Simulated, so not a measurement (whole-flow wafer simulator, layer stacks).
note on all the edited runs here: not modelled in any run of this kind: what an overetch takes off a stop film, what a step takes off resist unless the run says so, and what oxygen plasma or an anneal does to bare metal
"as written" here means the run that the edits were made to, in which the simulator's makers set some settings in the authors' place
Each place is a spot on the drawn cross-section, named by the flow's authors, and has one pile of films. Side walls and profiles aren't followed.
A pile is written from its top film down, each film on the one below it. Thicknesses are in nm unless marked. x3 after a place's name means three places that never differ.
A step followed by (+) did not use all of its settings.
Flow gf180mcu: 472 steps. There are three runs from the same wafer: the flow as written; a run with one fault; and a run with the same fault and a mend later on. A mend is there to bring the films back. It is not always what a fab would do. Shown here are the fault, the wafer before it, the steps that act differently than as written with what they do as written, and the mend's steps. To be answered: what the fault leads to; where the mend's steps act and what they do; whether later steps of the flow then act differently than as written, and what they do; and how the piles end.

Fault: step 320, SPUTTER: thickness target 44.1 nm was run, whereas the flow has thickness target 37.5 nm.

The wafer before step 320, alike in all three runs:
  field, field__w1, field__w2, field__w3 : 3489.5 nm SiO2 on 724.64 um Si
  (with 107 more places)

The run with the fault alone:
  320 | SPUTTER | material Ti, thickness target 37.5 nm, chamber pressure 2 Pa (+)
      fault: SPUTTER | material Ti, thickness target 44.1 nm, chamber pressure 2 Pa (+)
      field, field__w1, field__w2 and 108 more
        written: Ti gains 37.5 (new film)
        fault: Ti gains 44.1 (new film)
  Later steps of the flow acting differently than as written:
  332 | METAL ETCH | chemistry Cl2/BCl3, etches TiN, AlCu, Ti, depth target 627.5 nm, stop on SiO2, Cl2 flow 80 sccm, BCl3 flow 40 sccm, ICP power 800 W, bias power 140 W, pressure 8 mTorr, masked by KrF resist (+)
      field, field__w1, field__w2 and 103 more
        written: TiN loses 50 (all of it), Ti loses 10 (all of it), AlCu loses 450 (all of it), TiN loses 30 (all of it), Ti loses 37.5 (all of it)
        fault: TiN loses 50 (all of it), Ti loses 10 (all of it), AlCu loses 450 (all of it), TiN loses 30 (all of it), Ti loses 44.1 (all of it)
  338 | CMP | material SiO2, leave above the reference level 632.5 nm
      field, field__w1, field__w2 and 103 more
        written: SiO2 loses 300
        fault: SiO2 loses 293.4
  At field__w8, contact, m1, m1__w1, m1_nw, the piles at the end differ from the flow's by more than 2% or 0.5 nm, whichever is larger.
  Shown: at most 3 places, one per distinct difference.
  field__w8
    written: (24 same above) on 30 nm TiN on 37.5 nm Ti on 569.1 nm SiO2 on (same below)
    fault: (24 same above) on 30 nm TiN on 44.1 nm Ti on 569.1 nm SiO2 on (same below)
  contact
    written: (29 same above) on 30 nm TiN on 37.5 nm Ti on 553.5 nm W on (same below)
    fault: (29 same above) on 30 nm TiN on 44.1 nm Ti on 553.5 nm W on (same below)

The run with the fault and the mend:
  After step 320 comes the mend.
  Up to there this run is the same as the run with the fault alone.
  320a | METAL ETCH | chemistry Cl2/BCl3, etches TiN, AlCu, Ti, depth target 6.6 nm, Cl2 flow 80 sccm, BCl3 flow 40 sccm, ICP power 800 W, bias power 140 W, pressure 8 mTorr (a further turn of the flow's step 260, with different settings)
      field, field__w1, field__w2 and 108 more
        Ti loses 6.6
  Later steps of the flow that are run all act as written at every place that is followed.
  At every place that both follow, the piles at the end match the flow's.
